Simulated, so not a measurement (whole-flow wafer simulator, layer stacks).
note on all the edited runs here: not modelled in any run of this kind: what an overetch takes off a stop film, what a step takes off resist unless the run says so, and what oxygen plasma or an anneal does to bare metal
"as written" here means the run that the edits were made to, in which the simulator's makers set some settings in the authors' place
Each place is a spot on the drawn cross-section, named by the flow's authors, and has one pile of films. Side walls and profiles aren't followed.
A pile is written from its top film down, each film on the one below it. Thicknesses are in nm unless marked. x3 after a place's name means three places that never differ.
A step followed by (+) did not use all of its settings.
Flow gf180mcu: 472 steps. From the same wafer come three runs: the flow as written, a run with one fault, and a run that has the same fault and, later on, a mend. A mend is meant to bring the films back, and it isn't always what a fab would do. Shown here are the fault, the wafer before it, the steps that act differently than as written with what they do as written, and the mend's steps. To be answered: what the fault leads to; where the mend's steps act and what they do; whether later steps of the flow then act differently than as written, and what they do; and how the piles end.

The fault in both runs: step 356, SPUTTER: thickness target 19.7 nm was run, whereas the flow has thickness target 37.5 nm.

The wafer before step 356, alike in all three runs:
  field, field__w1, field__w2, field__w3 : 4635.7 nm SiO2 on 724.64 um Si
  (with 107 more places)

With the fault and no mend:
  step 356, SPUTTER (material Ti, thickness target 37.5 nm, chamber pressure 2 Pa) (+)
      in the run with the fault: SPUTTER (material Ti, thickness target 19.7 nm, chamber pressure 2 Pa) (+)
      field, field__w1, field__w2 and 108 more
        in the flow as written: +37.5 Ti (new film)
        in the run with the fault: +19.7 Ti (new film)
  Steps later in the flow that act otherwise than as written:
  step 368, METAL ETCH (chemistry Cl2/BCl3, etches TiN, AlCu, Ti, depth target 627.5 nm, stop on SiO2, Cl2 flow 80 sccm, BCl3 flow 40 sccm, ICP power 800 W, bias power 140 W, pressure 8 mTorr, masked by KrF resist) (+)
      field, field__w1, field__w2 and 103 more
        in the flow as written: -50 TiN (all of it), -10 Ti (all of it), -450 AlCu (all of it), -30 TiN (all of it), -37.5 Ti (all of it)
        in the run with the fault: -50 TiN (all of it), -10 Ti (all of it), -450 AlCu (all of it), -30 TiN (all of it), -19.7 Ti (all of it)
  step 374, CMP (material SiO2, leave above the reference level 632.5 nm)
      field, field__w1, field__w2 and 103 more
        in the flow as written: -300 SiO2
        in the run with the fault: -317.8 SiO2
  By the end, the piles at field__w8, contact, m1, m1__w1, m1_nw depart from the flow's by more than 2% or 0.5 nm, whichever is larger.
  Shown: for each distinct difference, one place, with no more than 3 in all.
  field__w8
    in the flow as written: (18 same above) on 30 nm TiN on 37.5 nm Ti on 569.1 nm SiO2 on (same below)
    in the run with the fault: (18 same above) on 30 nm TiN on 19.7 nm Ti on 569.1 nm SiO2 on (same below)
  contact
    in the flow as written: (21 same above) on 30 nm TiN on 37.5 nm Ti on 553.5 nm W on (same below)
    in the run with the fault: (21 same above) on 30 nm TiN on 19.7 nm Ti on 553.5 nm W on (same below)

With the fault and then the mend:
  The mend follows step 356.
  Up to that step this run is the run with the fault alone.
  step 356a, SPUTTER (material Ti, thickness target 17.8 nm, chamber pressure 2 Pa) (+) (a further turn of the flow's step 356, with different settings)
      field, field__w1, field__w2 and 108 more
        +17.8 Ti
  Every later step of the flow that is run acts as written at every place that is followed.
  By the end, the piles equal the flow's at every place that both follow.
